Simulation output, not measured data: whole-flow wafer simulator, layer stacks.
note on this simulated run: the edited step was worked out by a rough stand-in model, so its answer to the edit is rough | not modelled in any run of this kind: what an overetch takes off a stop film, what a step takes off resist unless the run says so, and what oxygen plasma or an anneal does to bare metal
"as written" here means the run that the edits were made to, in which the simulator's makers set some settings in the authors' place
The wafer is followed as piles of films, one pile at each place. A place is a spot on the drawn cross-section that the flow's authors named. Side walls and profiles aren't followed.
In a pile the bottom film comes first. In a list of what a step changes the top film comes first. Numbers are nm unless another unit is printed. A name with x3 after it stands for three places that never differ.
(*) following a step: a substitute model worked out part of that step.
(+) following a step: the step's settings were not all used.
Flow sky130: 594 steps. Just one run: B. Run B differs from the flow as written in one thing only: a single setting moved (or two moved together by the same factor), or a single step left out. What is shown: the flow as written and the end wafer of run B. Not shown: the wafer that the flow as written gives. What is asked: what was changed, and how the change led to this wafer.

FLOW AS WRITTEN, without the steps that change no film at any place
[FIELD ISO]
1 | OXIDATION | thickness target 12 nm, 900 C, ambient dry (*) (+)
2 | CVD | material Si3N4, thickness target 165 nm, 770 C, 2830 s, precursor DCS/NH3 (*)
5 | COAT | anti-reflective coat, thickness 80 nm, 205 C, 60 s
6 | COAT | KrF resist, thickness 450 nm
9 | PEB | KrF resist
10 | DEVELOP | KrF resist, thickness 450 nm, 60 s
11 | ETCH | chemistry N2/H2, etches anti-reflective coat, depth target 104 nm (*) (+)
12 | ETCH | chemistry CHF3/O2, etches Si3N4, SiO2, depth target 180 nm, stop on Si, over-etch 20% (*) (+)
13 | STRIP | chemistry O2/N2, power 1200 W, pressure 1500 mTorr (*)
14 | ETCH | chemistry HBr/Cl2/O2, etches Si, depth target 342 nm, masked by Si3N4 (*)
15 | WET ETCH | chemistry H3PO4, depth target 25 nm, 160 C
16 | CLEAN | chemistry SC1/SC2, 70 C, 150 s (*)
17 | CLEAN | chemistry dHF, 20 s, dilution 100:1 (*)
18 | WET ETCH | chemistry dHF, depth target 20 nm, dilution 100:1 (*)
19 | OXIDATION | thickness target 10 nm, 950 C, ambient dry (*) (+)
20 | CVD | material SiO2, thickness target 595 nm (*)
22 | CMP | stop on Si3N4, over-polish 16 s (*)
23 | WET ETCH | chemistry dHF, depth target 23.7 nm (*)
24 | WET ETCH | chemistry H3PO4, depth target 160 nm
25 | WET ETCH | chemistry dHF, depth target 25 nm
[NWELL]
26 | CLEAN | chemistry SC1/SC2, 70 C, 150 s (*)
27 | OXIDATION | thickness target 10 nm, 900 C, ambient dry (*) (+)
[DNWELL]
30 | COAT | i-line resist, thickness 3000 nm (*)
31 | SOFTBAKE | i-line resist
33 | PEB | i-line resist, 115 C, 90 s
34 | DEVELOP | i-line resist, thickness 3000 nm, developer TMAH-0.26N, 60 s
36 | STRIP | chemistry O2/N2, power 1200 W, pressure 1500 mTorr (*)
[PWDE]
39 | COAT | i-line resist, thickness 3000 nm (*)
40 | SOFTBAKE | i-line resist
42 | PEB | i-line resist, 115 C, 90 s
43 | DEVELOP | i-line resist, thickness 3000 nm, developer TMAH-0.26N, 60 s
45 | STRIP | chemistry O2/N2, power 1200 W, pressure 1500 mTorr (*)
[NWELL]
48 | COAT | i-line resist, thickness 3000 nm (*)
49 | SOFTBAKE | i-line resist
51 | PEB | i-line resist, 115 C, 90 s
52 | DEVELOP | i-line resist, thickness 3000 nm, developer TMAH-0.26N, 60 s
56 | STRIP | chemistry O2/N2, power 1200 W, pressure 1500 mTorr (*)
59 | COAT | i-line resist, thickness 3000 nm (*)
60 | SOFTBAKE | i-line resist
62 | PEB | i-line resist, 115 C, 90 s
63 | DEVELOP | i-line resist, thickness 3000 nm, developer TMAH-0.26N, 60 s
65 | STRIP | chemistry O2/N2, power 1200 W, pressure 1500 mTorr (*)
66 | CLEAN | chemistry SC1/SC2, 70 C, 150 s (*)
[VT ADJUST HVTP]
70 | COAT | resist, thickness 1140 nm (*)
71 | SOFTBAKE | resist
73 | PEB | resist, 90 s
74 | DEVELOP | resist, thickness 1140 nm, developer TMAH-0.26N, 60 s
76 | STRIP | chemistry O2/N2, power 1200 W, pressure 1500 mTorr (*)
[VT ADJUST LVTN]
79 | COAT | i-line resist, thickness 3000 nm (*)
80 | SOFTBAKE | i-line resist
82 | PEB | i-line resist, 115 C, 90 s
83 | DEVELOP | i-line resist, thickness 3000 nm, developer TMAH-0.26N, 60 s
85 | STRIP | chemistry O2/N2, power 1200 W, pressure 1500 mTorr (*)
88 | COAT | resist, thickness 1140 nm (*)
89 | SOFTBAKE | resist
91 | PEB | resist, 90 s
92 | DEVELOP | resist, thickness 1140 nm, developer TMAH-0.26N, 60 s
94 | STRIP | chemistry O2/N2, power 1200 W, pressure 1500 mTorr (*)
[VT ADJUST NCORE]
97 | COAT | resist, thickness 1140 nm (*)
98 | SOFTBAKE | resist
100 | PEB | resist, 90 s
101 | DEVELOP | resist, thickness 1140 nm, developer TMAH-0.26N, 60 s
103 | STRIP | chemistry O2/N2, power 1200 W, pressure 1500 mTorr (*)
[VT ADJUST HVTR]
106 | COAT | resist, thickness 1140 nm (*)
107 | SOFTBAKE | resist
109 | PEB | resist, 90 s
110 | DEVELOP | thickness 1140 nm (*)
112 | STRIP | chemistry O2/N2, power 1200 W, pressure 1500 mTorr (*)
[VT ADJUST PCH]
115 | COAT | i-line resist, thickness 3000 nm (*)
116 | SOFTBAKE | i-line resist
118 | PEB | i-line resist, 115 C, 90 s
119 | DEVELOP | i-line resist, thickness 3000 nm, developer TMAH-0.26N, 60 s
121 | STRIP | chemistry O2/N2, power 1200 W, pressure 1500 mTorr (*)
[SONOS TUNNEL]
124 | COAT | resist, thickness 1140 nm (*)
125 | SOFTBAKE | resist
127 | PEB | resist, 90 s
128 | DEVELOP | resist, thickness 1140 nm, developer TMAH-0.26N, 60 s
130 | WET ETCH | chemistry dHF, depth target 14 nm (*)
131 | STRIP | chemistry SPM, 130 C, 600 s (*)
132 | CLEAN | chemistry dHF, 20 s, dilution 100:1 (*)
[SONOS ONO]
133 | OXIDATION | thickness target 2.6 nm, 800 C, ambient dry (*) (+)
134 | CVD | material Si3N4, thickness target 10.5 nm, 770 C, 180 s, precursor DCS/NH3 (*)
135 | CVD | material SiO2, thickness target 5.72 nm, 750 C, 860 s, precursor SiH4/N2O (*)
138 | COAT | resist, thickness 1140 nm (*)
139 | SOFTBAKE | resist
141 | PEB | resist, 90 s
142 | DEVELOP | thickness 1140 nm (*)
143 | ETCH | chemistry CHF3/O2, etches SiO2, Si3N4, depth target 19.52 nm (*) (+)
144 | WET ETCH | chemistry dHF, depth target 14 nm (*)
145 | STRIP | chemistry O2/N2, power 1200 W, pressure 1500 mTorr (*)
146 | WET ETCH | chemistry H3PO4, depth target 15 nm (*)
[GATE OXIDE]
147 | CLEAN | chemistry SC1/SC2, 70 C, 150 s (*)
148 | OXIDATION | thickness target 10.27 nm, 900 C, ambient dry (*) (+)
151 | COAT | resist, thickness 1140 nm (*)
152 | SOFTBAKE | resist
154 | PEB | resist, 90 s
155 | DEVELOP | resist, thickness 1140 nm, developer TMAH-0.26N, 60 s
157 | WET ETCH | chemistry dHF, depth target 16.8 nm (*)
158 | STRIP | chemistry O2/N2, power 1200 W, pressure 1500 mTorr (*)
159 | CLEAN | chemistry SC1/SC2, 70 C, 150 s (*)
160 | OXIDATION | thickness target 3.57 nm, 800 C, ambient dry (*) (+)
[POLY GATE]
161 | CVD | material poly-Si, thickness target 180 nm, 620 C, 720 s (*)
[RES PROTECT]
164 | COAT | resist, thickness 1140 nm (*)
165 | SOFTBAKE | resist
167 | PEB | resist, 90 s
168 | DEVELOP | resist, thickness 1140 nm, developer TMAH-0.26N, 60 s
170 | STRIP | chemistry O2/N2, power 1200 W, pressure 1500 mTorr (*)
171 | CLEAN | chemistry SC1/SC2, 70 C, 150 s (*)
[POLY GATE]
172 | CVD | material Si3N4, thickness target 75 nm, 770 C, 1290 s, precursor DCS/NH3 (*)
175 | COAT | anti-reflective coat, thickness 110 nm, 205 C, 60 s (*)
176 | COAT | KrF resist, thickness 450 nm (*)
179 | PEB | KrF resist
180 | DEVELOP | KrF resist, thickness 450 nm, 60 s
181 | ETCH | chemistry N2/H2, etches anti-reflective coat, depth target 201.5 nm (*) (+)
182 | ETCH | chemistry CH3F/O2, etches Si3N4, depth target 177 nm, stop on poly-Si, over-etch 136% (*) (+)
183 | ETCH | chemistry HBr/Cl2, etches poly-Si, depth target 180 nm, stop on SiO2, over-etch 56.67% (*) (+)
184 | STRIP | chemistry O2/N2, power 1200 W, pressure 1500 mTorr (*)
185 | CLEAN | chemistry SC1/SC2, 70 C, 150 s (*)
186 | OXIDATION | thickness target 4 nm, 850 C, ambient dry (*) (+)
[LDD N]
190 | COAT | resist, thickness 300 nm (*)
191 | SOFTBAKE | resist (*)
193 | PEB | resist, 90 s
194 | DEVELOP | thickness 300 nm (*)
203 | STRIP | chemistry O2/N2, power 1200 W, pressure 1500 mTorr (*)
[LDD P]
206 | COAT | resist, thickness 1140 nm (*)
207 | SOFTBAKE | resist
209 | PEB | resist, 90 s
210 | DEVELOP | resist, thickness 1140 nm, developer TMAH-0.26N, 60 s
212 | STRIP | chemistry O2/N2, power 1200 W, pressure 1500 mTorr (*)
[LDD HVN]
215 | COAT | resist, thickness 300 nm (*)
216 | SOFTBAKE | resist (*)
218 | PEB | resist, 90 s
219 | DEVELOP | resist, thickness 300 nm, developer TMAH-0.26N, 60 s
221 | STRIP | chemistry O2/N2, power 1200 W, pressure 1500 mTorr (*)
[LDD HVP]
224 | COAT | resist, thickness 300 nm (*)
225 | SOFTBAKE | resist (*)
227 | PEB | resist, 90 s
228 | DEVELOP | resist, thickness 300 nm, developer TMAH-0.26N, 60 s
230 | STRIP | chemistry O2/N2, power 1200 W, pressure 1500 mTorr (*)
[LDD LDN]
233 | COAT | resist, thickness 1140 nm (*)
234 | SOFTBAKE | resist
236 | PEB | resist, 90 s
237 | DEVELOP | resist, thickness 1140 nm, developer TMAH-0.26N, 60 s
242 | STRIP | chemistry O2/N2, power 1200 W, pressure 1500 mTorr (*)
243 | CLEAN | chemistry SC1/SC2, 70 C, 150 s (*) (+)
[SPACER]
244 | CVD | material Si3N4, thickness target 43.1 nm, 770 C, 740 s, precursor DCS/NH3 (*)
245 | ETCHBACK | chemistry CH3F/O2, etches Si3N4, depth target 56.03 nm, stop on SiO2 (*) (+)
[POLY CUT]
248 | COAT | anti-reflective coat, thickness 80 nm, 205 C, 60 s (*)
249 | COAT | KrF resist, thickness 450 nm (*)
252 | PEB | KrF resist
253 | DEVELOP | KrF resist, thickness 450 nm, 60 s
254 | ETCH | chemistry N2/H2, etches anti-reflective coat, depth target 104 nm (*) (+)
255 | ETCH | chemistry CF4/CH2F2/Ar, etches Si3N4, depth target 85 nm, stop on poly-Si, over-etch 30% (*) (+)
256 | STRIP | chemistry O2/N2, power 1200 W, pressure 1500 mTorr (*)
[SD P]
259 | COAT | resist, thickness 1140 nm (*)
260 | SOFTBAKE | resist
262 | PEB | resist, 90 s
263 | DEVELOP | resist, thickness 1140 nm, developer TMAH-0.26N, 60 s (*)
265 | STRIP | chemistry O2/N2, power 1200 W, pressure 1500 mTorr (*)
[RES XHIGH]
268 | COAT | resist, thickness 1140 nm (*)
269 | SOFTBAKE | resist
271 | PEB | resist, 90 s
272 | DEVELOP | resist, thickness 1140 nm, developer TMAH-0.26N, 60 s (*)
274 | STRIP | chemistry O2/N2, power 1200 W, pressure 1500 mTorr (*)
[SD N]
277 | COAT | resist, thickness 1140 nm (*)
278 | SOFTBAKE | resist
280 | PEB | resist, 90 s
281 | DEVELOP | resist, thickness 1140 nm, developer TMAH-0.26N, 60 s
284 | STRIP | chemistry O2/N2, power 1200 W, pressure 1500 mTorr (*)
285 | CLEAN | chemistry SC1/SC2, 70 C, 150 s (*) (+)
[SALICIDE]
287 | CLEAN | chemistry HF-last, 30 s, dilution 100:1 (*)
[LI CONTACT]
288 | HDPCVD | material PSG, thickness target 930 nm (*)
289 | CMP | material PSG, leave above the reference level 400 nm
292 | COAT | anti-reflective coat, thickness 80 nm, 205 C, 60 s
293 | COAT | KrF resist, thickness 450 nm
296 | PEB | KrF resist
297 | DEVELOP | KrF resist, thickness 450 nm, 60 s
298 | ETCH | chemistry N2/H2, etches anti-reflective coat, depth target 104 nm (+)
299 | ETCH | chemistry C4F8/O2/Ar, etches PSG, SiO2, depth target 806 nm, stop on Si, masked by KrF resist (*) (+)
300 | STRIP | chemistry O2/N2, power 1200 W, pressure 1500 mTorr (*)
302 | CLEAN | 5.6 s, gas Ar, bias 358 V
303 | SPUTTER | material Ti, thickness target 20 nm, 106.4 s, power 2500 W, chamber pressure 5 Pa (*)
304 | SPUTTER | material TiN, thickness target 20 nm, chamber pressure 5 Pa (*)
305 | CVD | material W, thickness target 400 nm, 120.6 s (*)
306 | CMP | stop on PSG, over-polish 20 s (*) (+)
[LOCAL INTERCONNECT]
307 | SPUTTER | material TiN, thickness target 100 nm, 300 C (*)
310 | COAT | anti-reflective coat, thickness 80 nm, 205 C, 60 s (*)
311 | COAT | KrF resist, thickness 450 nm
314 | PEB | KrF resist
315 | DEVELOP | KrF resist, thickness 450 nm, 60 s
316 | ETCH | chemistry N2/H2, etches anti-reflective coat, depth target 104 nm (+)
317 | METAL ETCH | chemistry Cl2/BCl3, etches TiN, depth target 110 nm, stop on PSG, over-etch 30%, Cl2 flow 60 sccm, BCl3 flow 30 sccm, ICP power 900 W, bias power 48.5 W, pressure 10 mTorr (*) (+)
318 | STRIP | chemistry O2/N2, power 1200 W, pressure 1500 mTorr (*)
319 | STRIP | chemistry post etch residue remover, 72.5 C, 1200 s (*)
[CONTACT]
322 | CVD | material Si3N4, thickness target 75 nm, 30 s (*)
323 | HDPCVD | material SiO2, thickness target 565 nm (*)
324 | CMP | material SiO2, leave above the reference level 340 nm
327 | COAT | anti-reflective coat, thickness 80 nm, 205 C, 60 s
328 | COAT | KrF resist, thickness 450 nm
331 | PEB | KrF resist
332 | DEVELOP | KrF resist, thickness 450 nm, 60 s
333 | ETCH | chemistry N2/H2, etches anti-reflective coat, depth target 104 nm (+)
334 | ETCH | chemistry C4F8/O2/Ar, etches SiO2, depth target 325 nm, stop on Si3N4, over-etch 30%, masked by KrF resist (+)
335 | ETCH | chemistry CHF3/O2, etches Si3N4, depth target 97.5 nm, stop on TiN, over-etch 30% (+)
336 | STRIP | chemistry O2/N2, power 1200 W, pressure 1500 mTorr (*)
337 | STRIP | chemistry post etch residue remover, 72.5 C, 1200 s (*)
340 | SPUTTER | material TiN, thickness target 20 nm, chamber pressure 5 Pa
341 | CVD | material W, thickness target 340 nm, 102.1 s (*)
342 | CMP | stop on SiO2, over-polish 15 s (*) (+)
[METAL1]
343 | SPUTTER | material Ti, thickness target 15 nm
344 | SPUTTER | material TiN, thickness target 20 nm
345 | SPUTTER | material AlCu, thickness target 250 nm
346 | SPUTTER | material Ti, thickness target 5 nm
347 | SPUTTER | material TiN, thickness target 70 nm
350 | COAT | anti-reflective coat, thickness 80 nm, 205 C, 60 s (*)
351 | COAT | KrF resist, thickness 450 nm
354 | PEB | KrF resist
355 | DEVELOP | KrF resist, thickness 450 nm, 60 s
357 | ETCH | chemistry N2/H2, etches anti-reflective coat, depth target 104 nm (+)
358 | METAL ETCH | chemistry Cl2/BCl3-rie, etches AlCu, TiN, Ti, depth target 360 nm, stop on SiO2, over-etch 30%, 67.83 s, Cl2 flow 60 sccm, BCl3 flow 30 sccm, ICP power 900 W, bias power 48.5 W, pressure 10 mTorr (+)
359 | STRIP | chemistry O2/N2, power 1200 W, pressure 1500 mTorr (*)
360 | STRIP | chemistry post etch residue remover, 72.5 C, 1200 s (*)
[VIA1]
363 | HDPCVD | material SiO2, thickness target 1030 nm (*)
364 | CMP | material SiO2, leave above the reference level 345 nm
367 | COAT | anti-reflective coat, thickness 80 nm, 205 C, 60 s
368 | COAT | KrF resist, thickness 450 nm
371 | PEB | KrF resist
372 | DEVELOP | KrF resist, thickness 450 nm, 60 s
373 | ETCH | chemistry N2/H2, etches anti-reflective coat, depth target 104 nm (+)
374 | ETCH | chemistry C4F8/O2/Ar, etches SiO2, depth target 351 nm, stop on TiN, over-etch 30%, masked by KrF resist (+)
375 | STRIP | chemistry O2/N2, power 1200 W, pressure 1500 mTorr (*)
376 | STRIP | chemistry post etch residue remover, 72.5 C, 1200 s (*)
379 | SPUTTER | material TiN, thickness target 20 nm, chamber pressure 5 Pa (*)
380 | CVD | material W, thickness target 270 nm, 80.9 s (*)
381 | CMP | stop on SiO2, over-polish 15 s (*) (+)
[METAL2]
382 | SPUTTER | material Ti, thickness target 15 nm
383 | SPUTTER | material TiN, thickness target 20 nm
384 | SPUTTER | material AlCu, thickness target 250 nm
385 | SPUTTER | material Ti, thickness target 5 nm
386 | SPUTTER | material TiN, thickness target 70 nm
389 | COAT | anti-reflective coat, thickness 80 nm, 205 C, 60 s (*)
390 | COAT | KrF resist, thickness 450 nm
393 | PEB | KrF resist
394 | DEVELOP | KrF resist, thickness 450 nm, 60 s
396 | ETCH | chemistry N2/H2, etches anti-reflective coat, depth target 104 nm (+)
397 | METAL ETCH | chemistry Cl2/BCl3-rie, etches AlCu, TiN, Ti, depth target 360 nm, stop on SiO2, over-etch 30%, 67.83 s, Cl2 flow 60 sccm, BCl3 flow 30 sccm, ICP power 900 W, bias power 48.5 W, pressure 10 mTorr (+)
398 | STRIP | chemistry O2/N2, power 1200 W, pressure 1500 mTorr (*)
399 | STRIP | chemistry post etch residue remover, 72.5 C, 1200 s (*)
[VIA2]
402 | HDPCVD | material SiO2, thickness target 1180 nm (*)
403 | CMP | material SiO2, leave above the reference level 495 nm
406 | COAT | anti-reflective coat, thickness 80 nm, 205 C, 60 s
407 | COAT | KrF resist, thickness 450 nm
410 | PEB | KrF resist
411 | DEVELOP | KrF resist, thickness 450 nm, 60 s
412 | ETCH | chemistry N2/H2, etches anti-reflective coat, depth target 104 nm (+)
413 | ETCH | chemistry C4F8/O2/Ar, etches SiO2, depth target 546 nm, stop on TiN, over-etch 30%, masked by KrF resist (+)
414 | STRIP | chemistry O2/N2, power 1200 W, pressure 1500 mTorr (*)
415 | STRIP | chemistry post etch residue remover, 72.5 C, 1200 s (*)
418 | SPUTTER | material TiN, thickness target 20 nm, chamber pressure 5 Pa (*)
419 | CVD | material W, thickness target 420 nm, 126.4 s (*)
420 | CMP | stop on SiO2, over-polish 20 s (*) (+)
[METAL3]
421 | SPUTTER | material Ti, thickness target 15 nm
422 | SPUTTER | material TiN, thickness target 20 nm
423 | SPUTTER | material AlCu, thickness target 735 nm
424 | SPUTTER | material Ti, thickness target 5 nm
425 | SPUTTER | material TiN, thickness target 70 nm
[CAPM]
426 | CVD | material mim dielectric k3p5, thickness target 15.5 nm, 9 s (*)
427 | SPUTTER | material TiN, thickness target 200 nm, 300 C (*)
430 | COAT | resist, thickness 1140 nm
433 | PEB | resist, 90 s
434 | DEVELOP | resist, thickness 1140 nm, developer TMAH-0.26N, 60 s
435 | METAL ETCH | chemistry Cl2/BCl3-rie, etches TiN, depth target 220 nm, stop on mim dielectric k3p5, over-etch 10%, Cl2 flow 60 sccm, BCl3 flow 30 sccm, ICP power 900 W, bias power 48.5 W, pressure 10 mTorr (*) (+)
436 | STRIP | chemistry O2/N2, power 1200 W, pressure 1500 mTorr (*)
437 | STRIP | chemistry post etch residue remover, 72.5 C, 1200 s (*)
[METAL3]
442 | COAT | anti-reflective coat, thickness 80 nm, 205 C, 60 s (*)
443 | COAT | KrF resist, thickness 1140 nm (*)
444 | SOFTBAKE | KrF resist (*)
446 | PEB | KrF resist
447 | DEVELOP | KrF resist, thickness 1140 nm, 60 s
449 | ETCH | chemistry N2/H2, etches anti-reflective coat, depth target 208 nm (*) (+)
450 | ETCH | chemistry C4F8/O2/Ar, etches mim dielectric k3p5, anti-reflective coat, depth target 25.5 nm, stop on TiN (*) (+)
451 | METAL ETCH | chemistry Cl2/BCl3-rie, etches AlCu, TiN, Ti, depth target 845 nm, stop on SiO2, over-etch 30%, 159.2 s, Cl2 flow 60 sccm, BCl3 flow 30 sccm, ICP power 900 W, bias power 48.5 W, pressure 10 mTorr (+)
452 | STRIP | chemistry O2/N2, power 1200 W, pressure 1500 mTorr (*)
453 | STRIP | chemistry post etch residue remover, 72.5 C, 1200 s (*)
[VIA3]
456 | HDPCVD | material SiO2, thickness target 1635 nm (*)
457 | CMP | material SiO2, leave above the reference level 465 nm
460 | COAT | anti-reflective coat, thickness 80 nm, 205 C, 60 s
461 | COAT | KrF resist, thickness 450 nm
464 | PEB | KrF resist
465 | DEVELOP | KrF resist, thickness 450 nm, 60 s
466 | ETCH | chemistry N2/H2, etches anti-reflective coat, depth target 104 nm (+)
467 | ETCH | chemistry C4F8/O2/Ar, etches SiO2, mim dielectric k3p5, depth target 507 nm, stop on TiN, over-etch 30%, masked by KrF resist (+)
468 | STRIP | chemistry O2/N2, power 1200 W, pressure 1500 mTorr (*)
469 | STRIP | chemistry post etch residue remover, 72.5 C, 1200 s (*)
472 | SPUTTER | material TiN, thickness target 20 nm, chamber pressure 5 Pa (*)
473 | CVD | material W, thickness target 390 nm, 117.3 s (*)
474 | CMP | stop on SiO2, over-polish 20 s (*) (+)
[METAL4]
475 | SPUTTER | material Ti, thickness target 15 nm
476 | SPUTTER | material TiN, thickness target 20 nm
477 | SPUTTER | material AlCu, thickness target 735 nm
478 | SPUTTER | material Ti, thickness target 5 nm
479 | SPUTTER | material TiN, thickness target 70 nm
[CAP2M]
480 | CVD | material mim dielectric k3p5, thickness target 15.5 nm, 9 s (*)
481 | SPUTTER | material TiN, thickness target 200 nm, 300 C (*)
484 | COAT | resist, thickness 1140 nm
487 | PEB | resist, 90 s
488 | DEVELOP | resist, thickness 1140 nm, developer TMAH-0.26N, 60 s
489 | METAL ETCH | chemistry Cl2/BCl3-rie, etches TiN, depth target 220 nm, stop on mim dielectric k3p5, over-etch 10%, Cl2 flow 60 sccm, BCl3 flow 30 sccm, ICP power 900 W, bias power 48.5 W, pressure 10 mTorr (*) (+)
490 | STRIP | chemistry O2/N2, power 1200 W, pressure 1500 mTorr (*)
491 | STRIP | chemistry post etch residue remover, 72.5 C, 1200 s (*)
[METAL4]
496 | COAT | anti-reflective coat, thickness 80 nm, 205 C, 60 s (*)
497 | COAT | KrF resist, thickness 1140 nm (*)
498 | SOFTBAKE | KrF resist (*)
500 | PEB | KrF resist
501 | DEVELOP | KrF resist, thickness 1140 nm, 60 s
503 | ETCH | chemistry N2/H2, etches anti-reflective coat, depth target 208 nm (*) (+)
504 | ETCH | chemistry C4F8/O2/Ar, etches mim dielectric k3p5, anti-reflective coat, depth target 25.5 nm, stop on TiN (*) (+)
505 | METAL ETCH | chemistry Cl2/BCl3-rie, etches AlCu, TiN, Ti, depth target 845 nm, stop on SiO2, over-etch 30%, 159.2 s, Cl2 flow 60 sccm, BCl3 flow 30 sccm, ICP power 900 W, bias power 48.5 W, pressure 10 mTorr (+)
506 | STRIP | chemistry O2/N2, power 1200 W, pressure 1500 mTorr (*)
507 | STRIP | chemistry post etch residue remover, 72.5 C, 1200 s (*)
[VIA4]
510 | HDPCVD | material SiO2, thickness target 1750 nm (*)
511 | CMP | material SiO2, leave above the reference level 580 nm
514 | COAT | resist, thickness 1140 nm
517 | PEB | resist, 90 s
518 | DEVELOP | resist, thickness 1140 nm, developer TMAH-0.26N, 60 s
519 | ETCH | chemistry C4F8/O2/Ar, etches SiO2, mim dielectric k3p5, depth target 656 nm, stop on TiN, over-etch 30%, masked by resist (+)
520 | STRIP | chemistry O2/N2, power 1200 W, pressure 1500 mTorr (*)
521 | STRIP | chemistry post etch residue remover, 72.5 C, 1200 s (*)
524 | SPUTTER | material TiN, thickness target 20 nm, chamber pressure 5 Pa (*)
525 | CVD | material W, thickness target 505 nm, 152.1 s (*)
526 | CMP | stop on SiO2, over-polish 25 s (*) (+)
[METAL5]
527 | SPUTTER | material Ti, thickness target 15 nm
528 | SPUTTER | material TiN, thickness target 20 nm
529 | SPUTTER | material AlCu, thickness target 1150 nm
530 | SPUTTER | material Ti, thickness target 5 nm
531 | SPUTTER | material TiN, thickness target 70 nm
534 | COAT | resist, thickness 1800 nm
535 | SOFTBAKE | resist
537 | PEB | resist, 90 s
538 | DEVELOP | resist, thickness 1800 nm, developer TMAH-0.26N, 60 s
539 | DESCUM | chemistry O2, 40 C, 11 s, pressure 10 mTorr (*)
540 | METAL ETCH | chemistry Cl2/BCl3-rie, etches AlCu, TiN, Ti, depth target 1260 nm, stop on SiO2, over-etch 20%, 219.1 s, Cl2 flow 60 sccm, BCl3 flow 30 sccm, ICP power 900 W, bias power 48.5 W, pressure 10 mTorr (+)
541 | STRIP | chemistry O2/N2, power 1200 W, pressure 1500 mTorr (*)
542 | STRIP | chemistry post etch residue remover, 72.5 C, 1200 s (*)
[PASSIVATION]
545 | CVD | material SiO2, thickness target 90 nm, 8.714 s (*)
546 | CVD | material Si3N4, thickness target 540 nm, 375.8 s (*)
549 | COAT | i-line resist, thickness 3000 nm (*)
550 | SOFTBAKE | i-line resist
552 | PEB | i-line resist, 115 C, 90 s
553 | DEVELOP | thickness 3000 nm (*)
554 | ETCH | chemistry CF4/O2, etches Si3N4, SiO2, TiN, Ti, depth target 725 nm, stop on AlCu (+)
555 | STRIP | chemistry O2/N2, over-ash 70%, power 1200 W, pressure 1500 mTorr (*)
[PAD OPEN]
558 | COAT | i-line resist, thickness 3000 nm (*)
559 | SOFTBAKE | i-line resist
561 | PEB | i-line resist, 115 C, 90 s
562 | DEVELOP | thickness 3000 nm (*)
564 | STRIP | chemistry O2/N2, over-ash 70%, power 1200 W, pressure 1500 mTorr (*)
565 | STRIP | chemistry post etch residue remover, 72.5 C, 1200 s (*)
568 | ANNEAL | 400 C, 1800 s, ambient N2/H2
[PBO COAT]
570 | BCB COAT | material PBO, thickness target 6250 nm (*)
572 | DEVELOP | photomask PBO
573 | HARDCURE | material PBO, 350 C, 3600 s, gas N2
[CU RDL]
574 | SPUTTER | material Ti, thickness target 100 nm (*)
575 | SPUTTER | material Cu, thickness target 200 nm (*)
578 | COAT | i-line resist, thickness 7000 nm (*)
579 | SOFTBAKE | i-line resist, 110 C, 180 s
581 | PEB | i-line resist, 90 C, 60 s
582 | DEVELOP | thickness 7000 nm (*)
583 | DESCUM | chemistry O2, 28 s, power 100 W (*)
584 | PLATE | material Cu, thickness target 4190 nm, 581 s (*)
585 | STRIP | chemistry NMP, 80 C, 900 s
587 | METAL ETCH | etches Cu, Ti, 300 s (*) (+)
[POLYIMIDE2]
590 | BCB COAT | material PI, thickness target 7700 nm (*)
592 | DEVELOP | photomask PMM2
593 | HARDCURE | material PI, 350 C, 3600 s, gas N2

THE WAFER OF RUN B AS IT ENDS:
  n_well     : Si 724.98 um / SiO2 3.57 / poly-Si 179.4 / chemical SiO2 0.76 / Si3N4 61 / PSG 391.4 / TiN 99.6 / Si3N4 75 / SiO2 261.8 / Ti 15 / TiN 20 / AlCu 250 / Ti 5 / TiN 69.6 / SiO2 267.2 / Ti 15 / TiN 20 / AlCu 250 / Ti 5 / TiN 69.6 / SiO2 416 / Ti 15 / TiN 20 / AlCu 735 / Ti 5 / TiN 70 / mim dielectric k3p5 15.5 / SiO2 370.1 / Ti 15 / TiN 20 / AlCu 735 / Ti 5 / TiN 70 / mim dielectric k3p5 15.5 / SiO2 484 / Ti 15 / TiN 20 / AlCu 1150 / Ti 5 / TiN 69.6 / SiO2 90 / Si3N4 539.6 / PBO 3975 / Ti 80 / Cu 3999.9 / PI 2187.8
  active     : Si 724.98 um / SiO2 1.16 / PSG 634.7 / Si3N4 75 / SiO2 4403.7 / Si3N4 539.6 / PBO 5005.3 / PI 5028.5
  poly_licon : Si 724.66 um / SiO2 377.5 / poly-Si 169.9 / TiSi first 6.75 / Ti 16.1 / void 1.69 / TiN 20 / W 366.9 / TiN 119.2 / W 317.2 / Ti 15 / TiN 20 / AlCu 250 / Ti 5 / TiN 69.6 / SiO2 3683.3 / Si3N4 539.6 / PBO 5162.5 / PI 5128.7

Cause: step 574, SPUTTER: thickness target 80 nm was run, while the flow as written has thickness target 100 nm.
The wafer lets one read it off: n_well has Ti 80, and step 574 as written asks for 100 nm.

Step by step, how the change led to this:
  574 | SPUTTER | material Ti, thickness target 100 nm (*)
      field, active, n_well and 190 more: Ti gains 80 (new film) (in the flow as written it would be: Ti gains 100 (new film))
  587 | METAL ETCH | etches Cu, Ti, 300 s (*) (+)
      field, active, gate and 167 more: Cu loses 200 (all of it), Ti loses 80 (all of it) (in the flow as written it would be: Cu loses 200 (all of it), Ti loses 100 (all of it))
  590 | BCB COAT | material PI, thickness target 7700 nm (*)
      de16_gate_nw: PI gains 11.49 um (new film) (in the flow as written it would be: PI gains 11.5 um (new film))
